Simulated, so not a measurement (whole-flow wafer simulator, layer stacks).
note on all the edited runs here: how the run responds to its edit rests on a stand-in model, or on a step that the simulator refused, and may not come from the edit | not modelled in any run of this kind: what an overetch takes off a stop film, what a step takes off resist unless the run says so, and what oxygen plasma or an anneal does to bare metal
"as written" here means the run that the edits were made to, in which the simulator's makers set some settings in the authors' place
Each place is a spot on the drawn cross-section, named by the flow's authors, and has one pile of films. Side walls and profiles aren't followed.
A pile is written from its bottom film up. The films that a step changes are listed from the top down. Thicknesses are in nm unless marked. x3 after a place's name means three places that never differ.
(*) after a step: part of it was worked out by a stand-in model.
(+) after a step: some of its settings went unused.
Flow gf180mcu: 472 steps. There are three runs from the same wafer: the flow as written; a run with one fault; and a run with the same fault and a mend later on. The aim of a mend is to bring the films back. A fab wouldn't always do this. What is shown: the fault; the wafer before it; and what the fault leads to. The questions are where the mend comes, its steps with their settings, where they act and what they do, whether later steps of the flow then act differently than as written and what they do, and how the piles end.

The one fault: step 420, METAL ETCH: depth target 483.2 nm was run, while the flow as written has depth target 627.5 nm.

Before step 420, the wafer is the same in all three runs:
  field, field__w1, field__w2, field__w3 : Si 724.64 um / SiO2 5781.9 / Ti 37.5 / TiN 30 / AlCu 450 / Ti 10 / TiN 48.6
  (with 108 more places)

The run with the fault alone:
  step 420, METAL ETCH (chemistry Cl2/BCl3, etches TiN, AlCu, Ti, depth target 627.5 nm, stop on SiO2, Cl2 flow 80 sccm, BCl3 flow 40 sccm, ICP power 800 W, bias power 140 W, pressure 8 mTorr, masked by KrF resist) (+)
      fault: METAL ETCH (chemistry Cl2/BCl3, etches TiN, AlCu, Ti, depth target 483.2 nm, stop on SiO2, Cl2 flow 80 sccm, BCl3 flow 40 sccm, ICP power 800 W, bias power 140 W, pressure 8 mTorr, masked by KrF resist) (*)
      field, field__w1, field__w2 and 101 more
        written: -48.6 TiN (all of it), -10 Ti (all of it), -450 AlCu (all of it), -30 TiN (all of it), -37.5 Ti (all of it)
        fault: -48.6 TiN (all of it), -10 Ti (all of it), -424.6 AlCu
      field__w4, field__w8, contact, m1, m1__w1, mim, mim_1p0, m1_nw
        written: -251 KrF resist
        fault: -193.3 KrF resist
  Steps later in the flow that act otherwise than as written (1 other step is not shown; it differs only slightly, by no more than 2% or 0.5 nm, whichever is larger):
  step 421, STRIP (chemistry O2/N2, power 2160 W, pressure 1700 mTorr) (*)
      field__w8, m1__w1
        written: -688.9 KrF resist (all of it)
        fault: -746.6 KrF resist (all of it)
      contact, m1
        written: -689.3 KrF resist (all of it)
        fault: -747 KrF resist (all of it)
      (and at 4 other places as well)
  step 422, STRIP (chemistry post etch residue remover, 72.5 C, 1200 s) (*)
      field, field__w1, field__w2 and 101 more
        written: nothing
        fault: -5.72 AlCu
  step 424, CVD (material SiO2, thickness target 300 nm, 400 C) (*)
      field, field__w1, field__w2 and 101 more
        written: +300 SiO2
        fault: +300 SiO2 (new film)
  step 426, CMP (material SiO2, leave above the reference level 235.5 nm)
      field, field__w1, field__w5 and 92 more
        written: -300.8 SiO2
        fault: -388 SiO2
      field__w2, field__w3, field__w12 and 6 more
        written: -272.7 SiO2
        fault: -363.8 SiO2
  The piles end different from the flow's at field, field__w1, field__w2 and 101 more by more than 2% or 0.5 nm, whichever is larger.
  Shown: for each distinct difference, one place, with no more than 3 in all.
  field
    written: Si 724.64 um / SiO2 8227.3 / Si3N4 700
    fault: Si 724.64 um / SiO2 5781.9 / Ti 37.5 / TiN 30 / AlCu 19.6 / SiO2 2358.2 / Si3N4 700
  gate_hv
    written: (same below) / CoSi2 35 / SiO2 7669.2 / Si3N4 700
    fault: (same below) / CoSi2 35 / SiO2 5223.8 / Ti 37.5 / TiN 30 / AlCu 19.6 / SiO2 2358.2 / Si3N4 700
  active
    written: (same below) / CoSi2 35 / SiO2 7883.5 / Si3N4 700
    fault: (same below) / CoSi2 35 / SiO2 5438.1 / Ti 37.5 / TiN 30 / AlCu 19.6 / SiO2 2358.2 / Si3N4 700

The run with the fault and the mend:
  After step 420 comes the mend.
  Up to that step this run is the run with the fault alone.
  step 420a, METAL ETCH (chemistry Cl2/BCl3, etches TiN, AlCu, Ti, depth target 144.3 nm, stop on SiO2, Cl2 flow 80 sccm, BCl3 flow 40 sccm, ICP power 800 W, bias power 140 W, pressure 8 mTorr, masked by KrF resist) (+) (a further turn of the flow's step 420, with different settings)
      field, field__w1, field__w2 and 101 more
        -25.4 AlCu (all of it), -30 TiN (all of it), -37.5 Ti (all of it)
      field__w4, field__w8, contact, m1, m1__w1, mim, mim_1p0, m1_nw
        -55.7 KrF resist
  Later steps of the flow that are run all act as written at every place that is followed, up to a difference of at most 2% or 0.5 nm, whichever is larger.
  The piles end the same as the flow's at every place that both follow.
